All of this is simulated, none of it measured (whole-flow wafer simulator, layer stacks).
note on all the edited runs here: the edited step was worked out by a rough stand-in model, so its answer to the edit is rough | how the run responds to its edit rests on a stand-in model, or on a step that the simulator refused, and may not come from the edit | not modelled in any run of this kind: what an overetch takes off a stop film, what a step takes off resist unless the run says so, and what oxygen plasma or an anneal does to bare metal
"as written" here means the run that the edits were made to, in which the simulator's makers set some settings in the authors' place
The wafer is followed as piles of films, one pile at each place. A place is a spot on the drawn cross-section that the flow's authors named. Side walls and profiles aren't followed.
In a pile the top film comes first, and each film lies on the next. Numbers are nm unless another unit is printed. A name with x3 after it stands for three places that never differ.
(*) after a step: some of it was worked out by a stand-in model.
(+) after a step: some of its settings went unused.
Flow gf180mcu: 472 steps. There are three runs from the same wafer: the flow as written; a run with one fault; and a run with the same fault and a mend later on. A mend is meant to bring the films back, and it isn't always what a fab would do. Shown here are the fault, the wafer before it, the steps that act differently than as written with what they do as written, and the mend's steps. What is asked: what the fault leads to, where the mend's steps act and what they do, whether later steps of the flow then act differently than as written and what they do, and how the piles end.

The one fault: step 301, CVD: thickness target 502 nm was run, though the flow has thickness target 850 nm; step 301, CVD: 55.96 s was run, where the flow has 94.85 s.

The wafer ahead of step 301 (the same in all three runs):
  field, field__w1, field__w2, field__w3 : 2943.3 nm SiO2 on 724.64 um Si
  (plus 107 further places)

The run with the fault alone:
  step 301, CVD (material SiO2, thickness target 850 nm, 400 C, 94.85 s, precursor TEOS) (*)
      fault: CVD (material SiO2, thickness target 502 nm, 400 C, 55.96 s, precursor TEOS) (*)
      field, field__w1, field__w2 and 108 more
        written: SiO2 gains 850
        fault: SiO2 gains 509
  Later steps of the flow acting differently than as written (6 other steps are not shown; they differ only slightly, by no more than 2% or 0.5 nm, whichever is larger):
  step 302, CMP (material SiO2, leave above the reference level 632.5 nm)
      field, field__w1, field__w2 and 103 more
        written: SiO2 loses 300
        fault: nothing
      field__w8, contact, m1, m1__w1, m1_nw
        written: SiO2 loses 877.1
        fault: SiO2 loses 536.1
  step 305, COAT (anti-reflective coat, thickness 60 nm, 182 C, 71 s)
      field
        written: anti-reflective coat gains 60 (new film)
        fault: anti-reflective coat gains 76.2 (new film)
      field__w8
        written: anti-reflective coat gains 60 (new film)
        fault: anti-reflective coat gains 36.9 (new film)
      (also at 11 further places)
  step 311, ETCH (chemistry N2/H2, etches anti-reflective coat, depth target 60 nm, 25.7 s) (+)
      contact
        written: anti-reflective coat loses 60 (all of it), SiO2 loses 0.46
        fault: anti-reflective coat loses 37.6 (all of it), SiO2 loses 1.04
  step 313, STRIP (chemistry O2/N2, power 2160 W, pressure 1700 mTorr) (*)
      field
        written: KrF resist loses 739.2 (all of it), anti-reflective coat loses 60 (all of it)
        fault: KrF resist loses 731.1 (all of it), anti-reflective coat loses 76.2 (all of it)
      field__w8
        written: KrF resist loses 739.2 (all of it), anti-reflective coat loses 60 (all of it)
        fault: KrF resist loses 735.2 (all of it), anti-reflective coat loses 36.9 (all of it)
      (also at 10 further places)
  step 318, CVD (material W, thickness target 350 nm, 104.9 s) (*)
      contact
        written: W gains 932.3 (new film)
        fault: W gains 890.9 (new film)
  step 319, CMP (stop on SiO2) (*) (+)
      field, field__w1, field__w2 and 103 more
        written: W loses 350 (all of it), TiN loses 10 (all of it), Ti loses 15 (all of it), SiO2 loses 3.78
        fault: W loses 350 (all of it), TiN loses 4
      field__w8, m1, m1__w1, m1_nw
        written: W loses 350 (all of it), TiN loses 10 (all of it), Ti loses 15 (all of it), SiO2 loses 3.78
        fault: W loses 350 (all of it), TiN loses 10 (all of it), Ti loses 15 (all of it), SiO2 loses 20
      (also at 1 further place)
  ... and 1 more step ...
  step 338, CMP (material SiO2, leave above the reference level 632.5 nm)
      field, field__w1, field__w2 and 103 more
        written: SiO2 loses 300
        fault: SiO2 loses 279
  By the end, the piles at field__w8, contact, m1, m1__w1, m1_nw depart from the flow's by more than 2% or 0.5 nm, whichever is larger.
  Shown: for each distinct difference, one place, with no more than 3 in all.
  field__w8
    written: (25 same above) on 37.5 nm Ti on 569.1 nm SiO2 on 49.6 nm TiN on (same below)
    fault: (25 same above) on 37.5 nm Ti on 552.9 nm SiO2 on 49.6 nm TiN on (same below)
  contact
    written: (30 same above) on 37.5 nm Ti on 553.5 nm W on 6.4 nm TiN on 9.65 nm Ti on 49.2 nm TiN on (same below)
    fault: (30 same above) on 37.5 nm Ti on 536.9 nm W on 6.56 nm TiN on 9.89 nm Ti on 49.2 nm TiN on (same below)

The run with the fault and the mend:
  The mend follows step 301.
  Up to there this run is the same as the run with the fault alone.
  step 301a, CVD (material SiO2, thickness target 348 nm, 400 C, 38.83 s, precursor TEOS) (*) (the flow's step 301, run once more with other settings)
      field, field__w1, field__w2 and 108 more
        SiO2 gains 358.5
  Later steps of the flow acting differently than as written:
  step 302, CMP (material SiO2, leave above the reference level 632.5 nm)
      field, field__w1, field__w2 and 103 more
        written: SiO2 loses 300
        mend: SiO2 loses 317.5
  The piles end the same as the flow's at every place that both follow.
